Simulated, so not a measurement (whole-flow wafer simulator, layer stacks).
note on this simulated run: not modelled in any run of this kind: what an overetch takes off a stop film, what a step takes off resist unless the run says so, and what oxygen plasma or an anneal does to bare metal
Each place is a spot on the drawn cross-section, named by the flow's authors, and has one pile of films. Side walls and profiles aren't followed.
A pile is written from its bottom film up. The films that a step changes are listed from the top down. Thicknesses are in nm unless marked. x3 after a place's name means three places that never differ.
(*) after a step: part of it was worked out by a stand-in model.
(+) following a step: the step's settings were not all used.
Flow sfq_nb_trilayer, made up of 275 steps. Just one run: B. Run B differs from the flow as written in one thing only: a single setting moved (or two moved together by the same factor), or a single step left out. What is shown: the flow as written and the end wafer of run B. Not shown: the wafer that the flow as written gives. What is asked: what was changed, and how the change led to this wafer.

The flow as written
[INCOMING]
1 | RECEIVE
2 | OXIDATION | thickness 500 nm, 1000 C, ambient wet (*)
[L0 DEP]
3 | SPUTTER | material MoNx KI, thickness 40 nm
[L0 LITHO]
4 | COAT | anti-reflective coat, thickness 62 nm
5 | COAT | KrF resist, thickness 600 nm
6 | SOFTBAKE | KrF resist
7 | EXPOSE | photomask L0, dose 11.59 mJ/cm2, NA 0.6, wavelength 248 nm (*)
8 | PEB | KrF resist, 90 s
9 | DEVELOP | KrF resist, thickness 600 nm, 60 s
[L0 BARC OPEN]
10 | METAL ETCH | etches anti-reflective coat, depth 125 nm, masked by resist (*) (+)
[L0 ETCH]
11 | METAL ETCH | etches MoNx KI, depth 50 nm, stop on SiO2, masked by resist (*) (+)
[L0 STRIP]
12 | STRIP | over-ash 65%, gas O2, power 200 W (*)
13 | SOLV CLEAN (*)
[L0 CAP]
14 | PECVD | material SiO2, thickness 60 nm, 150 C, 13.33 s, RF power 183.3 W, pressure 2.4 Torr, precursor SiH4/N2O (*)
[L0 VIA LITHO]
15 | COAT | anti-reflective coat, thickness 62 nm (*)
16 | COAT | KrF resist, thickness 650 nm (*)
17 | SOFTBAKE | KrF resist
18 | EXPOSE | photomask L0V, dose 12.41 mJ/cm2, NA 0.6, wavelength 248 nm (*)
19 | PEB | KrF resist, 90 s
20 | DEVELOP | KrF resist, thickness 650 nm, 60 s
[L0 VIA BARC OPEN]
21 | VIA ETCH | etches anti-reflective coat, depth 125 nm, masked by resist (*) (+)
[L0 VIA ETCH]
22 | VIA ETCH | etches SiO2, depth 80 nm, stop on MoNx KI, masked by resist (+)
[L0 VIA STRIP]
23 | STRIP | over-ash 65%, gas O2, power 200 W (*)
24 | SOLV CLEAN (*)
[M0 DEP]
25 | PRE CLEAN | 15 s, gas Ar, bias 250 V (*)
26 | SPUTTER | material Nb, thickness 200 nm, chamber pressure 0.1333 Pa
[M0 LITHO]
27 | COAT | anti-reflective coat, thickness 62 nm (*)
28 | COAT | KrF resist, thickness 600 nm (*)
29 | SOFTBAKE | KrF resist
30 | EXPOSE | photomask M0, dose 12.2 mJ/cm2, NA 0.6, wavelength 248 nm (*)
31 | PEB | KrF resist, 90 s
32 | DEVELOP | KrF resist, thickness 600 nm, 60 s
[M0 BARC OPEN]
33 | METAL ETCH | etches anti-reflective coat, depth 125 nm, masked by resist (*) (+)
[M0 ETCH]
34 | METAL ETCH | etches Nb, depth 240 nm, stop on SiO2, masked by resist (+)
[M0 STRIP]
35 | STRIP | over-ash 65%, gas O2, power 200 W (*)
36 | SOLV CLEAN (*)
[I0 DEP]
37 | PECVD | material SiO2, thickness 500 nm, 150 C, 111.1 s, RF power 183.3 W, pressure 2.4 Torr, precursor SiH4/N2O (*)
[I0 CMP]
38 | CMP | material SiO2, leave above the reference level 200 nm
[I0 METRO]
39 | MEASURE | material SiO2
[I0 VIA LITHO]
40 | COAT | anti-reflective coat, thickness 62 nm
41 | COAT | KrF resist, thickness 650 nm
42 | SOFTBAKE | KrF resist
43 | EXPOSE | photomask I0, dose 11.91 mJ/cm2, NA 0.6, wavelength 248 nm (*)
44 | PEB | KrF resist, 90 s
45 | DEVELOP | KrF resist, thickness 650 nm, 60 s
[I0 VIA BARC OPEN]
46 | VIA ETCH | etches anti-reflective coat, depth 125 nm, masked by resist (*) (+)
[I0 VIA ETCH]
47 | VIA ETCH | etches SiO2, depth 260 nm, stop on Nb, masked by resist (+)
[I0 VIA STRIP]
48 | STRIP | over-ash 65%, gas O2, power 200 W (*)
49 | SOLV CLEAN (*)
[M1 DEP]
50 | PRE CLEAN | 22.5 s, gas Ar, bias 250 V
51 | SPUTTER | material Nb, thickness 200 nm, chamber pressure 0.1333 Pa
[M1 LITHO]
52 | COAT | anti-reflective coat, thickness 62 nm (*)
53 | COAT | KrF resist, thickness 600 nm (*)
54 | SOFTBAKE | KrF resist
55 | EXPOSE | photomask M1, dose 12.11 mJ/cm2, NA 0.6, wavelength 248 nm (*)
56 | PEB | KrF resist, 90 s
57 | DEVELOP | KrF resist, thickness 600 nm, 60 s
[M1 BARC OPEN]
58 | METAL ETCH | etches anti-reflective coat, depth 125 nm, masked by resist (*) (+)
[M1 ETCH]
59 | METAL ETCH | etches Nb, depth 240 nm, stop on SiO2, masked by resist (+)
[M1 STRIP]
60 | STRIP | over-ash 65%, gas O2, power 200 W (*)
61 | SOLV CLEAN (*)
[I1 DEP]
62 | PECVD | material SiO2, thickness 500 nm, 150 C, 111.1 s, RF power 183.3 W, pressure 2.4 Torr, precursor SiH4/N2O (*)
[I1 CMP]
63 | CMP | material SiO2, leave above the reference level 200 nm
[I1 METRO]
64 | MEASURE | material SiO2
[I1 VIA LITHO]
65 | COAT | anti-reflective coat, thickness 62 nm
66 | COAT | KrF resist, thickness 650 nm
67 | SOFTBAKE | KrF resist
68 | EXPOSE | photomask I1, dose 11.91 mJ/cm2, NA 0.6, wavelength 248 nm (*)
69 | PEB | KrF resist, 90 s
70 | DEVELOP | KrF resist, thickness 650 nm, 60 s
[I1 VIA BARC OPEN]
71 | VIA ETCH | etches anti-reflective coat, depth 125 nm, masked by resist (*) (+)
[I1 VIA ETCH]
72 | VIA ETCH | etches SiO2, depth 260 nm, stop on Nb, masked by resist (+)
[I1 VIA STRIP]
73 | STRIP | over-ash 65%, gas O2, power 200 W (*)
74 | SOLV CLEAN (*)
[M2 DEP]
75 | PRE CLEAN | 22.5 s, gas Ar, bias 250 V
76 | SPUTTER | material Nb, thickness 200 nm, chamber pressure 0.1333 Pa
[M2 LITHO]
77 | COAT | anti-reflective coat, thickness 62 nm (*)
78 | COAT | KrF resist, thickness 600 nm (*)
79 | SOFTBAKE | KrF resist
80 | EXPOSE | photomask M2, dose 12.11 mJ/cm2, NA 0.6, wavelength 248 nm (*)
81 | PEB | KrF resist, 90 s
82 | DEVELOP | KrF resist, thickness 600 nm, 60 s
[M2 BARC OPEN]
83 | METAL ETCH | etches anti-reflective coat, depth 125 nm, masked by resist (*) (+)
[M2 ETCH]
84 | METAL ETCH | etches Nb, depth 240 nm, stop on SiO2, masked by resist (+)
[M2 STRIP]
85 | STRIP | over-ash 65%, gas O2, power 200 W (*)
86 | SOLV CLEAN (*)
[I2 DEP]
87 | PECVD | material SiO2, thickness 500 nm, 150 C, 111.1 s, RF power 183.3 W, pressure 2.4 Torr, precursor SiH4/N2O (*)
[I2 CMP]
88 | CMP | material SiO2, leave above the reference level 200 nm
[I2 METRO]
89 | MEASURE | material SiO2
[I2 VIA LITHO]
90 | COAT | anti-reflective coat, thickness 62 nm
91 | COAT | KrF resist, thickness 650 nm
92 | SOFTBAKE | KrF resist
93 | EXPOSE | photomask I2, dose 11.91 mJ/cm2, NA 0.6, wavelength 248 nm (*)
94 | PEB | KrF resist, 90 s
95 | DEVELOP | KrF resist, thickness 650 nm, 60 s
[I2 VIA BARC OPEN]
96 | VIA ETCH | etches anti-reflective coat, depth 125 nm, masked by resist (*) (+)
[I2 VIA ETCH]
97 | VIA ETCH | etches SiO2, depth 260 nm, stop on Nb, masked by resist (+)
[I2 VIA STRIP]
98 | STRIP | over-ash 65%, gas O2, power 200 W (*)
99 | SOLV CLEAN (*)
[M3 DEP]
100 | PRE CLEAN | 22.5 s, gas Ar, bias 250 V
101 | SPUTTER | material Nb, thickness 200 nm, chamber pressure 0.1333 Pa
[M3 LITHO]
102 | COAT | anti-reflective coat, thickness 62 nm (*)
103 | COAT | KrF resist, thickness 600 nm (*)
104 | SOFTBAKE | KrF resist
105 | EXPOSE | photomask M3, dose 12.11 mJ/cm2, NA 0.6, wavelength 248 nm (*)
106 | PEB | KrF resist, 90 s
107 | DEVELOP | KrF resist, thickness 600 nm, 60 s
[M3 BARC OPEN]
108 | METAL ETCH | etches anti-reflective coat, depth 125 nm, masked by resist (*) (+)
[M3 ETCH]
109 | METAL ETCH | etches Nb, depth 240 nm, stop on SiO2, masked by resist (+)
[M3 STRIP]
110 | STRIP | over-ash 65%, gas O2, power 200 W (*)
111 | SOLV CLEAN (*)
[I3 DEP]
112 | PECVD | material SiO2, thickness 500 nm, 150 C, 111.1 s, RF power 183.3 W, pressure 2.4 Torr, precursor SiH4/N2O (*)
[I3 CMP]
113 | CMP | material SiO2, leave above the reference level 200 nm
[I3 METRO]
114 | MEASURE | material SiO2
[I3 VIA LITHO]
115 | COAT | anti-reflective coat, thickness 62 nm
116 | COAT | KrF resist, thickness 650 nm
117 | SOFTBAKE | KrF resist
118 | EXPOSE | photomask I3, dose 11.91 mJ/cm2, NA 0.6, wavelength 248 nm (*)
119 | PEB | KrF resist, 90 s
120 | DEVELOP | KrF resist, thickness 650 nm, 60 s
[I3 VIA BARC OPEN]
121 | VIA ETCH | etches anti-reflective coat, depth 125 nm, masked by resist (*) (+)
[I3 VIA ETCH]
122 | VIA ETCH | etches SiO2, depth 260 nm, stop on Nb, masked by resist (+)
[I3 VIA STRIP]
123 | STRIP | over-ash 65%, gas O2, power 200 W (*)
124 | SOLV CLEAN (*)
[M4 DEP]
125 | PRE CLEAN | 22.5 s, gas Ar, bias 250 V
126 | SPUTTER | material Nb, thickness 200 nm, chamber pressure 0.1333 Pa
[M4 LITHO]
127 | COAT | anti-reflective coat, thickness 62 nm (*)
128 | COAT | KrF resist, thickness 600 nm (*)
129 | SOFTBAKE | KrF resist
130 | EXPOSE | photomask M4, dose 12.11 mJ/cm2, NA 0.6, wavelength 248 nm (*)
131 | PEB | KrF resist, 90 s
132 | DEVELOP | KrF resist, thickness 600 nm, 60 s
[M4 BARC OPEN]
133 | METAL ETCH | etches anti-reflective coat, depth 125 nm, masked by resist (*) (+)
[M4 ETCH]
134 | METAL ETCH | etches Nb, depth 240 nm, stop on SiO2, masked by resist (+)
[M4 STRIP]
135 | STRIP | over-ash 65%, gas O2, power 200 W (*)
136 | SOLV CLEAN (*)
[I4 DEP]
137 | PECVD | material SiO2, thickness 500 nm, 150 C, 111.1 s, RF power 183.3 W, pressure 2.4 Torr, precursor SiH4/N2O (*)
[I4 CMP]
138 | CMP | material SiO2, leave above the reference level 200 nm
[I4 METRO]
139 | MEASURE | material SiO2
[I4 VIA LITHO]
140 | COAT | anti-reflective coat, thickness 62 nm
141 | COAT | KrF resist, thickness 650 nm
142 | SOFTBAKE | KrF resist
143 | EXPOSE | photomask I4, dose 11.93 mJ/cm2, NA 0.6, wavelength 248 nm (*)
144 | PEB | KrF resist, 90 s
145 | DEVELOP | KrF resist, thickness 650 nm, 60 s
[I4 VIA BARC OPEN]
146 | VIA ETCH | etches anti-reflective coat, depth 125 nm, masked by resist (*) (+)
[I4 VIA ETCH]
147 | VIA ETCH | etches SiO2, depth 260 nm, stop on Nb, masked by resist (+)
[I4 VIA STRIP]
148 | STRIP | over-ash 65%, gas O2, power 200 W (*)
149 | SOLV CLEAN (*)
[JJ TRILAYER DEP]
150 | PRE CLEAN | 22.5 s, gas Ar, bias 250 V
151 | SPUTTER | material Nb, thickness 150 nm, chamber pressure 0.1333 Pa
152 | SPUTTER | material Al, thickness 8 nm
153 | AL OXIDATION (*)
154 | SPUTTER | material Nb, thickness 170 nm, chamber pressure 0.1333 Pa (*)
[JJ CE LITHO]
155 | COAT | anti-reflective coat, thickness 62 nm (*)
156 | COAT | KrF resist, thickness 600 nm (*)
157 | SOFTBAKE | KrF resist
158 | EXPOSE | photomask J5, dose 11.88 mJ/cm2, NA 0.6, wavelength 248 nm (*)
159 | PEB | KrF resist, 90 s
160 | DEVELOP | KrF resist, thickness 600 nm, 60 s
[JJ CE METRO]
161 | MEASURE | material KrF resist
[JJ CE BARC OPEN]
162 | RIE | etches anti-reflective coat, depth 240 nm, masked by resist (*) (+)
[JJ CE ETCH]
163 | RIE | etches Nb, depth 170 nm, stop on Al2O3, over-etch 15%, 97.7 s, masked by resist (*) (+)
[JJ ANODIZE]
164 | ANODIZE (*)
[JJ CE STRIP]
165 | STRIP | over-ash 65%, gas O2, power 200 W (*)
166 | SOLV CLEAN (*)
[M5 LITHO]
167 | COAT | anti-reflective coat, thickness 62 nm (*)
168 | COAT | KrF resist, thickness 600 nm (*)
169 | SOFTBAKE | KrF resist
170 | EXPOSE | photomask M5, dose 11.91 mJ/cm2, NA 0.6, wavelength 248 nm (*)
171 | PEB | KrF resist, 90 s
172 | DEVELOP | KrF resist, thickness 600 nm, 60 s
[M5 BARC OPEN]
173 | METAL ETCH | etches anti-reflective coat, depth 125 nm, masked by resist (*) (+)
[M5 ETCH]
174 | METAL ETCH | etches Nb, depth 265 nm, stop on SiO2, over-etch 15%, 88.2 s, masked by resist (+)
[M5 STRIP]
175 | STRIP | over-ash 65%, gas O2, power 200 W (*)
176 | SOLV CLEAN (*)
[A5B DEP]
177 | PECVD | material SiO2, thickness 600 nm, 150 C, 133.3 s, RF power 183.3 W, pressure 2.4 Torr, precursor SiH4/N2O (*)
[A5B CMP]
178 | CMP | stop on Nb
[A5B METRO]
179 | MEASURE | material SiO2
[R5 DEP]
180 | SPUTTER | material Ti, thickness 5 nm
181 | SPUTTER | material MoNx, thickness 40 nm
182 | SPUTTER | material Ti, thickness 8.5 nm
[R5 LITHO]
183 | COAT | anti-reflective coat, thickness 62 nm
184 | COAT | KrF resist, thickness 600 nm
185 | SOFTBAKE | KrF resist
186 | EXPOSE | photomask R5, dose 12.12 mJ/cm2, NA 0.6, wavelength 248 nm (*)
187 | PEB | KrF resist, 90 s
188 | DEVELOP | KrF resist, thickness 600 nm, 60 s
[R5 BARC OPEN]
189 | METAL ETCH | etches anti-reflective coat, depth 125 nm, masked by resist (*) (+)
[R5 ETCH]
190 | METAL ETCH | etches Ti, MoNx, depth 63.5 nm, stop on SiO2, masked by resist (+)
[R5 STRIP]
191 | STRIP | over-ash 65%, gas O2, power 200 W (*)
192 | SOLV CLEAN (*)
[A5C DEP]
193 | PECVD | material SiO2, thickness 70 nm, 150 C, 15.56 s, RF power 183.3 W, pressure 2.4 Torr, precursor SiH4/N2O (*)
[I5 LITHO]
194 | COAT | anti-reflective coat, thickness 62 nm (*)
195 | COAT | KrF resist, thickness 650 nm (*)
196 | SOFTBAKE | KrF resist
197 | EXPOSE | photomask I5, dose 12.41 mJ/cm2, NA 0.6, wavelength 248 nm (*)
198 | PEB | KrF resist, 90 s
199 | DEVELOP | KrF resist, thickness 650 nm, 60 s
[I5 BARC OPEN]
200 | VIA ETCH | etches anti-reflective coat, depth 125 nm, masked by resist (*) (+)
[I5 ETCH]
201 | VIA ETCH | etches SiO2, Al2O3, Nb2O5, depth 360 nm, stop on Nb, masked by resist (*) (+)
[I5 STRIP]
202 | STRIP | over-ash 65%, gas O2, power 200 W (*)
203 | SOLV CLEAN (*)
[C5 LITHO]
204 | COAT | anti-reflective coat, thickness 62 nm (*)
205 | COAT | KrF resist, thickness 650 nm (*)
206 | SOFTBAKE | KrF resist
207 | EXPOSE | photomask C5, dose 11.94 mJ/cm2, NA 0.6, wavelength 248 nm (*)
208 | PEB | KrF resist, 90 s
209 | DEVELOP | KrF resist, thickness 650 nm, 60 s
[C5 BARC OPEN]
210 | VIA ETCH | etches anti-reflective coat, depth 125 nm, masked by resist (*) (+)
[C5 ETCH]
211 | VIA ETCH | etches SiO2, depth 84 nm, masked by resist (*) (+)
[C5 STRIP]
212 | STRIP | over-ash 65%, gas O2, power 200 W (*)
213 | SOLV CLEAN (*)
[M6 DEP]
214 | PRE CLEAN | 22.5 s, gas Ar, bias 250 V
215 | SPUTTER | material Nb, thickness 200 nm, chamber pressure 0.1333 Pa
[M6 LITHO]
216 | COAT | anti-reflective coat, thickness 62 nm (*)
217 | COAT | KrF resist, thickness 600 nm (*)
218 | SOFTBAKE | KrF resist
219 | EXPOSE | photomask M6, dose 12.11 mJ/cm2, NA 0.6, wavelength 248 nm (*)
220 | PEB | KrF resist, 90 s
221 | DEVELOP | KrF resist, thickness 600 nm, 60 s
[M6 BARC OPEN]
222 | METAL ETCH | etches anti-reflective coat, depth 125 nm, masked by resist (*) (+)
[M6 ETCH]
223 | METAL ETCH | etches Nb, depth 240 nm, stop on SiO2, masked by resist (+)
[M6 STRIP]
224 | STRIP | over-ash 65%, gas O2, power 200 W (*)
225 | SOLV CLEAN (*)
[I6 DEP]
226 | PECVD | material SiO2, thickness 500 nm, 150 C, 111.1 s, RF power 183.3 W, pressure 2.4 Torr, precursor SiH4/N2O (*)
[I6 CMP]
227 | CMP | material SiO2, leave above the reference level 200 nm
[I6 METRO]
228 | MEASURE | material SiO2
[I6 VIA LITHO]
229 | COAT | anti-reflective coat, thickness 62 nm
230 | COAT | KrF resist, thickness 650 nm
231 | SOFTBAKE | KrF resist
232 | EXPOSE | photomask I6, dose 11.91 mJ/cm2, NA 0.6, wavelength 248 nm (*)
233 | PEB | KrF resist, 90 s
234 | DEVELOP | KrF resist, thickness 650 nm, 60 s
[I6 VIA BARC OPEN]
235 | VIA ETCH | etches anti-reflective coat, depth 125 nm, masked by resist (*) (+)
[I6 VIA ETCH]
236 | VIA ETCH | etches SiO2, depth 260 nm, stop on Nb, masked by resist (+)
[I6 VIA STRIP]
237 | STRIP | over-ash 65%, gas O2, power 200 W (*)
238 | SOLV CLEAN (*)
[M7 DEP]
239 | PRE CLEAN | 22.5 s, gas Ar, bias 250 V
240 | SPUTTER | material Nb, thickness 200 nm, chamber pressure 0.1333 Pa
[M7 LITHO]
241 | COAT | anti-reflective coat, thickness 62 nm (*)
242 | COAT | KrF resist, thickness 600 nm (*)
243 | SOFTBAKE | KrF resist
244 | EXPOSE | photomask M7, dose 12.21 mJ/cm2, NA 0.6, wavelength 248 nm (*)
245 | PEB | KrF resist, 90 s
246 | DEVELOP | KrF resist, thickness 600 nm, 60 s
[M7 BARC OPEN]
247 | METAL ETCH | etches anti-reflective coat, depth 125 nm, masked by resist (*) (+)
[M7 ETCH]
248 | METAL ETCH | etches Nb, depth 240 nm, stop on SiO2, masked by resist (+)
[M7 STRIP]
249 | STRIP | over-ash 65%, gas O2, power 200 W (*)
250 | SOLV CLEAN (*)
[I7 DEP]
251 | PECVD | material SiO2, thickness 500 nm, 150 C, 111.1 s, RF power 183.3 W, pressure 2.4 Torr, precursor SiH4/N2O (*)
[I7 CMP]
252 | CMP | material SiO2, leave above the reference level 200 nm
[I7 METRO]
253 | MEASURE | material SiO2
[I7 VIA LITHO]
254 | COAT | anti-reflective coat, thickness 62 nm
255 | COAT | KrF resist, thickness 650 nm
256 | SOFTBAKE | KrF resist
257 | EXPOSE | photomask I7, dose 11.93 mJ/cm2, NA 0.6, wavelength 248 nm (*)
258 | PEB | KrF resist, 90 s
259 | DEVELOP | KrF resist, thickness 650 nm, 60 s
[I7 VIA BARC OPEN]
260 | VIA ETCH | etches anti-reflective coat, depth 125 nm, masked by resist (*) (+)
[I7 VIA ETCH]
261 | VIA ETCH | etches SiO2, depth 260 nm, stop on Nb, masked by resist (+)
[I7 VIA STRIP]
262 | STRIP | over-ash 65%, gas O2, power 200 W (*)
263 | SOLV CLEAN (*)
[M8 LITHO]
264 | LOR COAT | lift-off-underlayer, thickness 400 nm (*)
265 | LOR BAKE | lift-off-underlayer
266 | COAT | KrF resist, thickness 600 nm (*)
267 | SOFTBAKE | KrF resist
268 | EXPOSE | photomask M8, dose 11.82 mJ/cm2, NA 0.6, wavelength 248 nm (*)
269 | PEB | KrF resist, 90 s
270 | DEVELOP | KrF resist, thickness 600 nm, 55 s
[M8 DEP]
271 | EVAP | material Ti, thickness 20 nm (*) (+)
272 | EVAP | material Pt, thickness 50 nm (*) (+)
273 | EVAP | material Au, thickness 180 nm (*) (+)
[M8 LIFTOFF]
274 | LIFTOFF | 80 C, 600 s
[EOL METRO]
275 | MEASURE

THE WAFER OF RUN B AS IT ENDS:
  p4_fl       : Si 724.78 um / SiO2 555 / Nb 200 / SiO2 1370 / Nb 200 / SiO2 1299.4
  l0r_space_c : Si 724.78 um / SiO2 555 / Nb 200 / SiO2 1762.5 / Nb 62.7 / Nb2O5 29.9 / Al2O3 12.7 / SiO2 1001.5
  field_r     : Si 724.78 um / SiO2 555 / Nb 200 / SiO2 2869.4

The reason: step 151, SPUTTER: thickness 73.5 nm was run, while the flow as written has thickness 150 nm.

Step by step, how the change led to this:
  151 | SPUTTER | material Nb, thickness 150 nm, chamber pressure 0.1333 Pa
      field_l, v_sur, via_sp and 100 more: Nb gains 73.5 (new film) (in the flow as written it would be: Nb gains 150 (new film))
      via_wl, via_wr: Nb gains 52.5 (in the flow as written it would be: Nb gains 130.4)
      (also at 1 further place)
  154 | SPUTTER | material Nb, thickness 170 nm, chamber pressure 0.1333 Pa (*)
      via_w: Nb gains 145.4 (new film) (in the flow as written it would be: Nb gains 141 (new film))
  155 | COAT | anti-reflective coat, thickness 62 nm (*)
      via_wl, via_wr: anti-reflective coat gains 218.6 (new film) (in the flow as written it would be: anti-reflective coat gains 209.4 (new film))
  162 | RIE | etches anti-reflective coat, depth 240 nm, masked by resist (*) (+)
      ce_l, c5j, ce_r, wl_jj: KrF resist loses 218.6 (in the flow as written it would be: KrF resist loses 209.4)
      via_wl, via_wr: anti-reflective coat loses 218.6 (all of it) (in the flow as written it would be: anti-reflective coat loses 209.4 (all of it))
  163 | RIE | etches Nb, depth 170 nm, stop on Al2O3, over-etch 15%, 97.7 s, masked by resist (*) (+)
      via_w: Nb loses 145.4 (all of it), Al2O3 loses 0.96 (all of it) (in the flow as written it would be: Nb loses 141 (all of it), Al2O3 loses 0.96 (all of it))
  164 | ANODIZE (*)
      via_wl, via_wr: Al2O3 gains 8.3 (new film), Nb2O5 gains 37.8 (new film), Al loses 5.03 (all of it), Nb loses 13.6 (in the flow as written it would be: Al2O3 gains 7.52 (new film), Nb2O5 gains 39.2 (new film), Al loses 4.56 (all of it), Nb loses 14.1)
      via_w: Al2O3 gains 11.2 (new film), Nb2O5 gains 32.6 (new film), Al loses 6.79 (all of it), Nb loses 11.7 (in the flow as written it would be: Al2O3 gains 10.8 (new film), Nb2O5 gains 33.3 (new film), Al loses 6.54 (all of it), Nb loses 12)
  165 | STRIP | over-ash 65%, gas O2, power 200 W (*)
      c5j, ce_r: KrF resist loses 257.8 (all of it), anti-reflective coat loses 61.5 (all of it) (in the flow as written it would be: KrF resist loses 266.9 (all of it), anti-reflective coat loses 61.5 (all of it))
      ce_l: KrF resist loses 257.7 (all of it), anti-reflective coat loses 61.5 (all of it) (in the flow as written it would be: KrF resist loses 266.8 (all of it), anti-reflective coat loses 61.4 (all of it))
      (also at 1 further place)
  167 | COAT | anti-reflective coat, thickness 62 nm (*)
      via_w: anti-reflective coat gains 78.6 (new film) (in the flow as written it would be: anti-reflective coat gains 84.1 (new film))
      ce_l: anti-reflective coat gains 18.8 (new film) (in the flow as written it would be: anti-reflective coat gains 19.6 (new film))
      (also at 1 further place)
  174 | METAL ETCH | etches Nb, depth 265 nm, stop on SiO2, over-etch 15%, 88.2 s, masked by resist (+)
      field_l, r_sur, res and 50 more: Al2O3 loses 12.6 (all of it), Nb2O5 loses 29.9 (all of it), Nb loses 62.7 (all of it), SiO2 loses 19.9 (in the flow as written it would be: Al2O3 loses 12.6 (all of it), Nb2O5 loses 29.9 (all of it), Nb loses 139.2 (all of it), SiO2 loses 12.3)
  175 | STRIP | over-ash 65%, gas O2, power 200 W (*)
      via_w: KrF resist loses 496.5 (all of it), anti-reflective coat loses 78.6 (all of it) (in the flow as written it would be: KrF resist loses 503.5 (all of it), anti-reflective coat loses 84.1 (all of it))
      ce_l: KrF resist loses 300.4 (all of it), anti-reflective coat loses 18.8 (all of it) (in the flow as written it would be: KrF resist loses 299.6 (all of it), anti-reflective coat loses 19.6 (all of it))
      (also at 1 further place)
  178 | CMP | stop on Nb
      field_l, p4_fl, p4_fm and 39 more: SiO2 loses 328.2 (in the flow as written it would be: SiO2 loses 259.3)
      r_sur, res, r_end, moat, field_r, lsp_l: SiO2 loses 328.2 (in the flow as written it would be: SiO2 loses 252.3)
      (also at 8 further places)
